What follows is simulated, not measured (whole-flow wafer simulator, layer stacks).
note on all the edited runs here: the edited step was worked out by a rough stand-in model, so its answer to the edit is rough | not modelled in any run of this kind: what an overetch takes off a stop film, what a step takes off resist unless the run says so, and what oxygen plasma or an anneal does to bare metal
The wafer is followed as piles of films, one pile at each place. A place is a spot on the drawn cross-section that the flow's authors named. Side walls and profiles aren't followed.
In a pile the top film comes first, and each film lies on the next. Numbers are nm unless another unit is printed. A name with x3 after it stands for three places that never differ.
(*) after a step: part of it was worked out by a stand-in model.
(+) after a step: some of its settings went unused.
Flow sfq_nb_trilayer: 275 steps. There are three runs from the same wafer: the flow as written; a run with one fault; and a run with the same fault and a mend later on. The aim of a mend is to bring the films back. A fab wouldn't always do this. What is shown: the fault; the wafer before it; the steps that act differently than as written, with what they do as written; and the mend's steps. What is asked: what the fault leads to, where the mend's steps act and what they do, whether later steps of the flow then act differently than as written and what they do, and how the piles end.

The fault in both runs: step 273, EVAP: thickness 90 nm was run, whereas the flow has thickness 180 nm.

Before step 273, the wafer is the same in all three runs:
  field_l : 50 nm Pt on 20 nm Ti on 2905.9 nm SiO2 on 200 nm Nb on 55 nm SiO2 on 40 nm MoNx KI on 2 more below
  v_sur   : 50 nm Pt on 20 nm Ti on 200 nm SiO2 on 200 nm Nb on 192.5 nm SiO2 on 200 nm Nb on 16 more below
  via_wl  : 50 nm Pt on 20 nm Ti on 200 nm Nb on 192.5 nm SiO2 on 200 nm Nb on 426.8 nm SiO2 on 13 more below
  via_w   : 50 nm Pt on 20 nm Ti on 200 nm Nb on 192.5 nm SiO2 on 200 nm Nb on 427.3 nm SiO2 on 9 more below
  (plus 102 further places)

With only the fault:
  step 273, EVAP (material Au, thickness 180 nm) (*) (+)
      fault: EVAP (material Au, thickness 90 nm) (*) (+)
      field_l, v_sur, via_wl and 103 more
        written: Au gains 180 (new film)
        fault: Au gains 90 (new film)
  Later steps of the flow acting differently than as written:
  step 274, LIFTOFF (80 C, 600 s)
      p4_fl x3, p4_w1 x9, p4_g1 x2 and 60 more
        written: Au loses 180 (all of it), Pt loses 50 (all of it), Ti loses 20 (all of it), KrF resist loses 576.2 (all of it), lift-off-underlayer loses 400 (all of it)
        fault: Au loses 90 (all of it), Pt loses 50 (all of it), Ti loses 20 (all of it), KrF resist loses 576.2 (all of it), lift-off-underlayer loses 400 (all of it)
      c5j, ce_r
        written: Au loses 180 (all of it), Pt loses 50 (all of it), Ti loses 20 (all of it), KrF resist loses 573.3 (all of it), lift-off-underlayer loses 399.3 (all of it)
        fault: Au loses 90 (all of it), Pt loses 50 (all of it), Ti loses 20 (all of it), KrF resist loses 573.3 (all of it), lift-off-underlayer loses 399.3 (all of it)
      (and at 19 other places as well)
  The piles end different from the flow's at field_l, v_sur, via_wl and 8 more by more than 2% or 0.5 nm, whichever is larger.
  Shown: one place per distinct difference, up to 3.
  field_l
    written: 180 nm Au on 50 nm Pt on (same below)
    fault: 90 nm Au on 50 nm Pt on (same below)

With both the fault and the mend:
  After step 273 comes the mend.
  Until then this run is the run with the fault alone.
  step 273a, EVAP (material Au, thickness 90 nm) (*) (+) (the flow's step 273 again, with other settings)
      field_l, v_sur, via_wl and 103 more
        Au gains 90
  Later steps of the flow that are run all act as written at every place that is followed.
  At every place that both follow, the piles at the end match the flow's.
